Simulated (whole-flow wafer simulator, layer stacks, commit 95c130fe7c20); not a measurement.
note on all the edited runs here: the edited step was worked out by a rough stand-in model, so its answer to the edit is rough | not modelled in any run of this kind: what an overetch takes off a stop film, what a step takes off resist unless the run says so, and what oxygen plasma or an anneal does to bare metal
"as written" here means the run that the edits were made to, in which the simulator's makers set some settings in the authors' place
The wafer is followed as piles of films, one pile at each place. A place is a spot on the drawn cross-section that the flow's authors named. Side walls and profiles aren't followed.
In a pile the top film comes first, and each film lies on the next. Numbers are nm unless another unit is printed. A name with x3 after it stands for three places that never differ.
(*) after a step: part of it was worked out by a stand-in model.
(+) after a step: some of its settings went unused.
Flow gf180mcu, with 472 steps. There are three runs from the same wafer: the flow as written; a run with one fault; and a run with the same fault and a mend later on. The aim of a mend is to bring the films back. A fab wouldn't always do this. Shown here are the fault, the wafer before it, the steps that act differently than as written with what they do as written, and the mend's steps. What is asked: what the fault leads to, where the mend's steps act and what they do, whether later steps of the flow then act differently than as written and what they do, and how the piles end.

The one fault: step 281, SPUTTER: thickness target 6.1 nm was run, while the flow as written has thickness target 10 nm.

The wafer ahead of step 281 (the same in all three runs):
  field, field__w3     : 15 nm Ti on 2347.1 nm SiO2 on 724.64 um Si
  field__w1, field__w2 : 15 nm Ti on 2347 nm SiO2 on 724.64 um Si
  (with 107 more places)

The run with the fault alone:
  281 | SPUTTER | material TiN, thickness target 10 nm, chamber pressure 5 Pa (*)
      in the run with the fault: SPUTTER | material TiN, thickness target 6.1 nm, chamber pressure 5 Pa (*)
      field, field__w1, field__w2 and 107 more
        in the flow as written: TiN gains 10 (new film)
        in the run with the fault: TiN gains 6.1 (new film)
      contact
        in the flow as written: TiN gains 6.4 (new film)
        in the run with the fault: TiN gains 3.91 (new film)
  Steps further on in the flow that do not act as written (1 more step, not shown, differs only slightly: by at most 2% or 0.5 nm, whichever is larger):
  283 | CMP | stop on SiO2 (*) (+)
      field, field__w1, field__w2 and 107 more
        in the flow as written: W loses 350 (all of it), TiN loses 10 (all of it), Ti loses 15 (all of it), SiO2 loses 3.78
        in the run with the fault: W loses 350 (all of it), TiN loses 6.1 (all of it), Ti loses 15 (all of it), SiO2 loses 3.74
  At contact, the piles at the end differ from the flow's by more than 2% or 0.5 nm, whichever is larger.
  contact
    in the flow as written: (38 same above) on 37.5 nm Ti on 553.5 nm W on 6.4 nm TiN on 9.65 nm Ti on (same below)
    in the run with the fault: (38 same above) on 37.5 nm Ti on 556 nm W on 3.91 nm TiN on 9.65 nm Ti on (same below)

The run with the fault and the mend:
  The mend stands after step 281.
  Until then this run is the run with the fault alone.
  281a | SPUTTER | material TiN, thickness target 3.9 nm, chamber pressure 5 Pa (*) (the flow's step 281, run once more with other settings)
      field, field__w1, field__w2 and 107 more
        TiN gains 3.9
      contact
        TiN gains 2.49
  Later steps of the flow that are run all act as written at every place that is followed.
  The piles end the same as the flow's at every place that both follow.
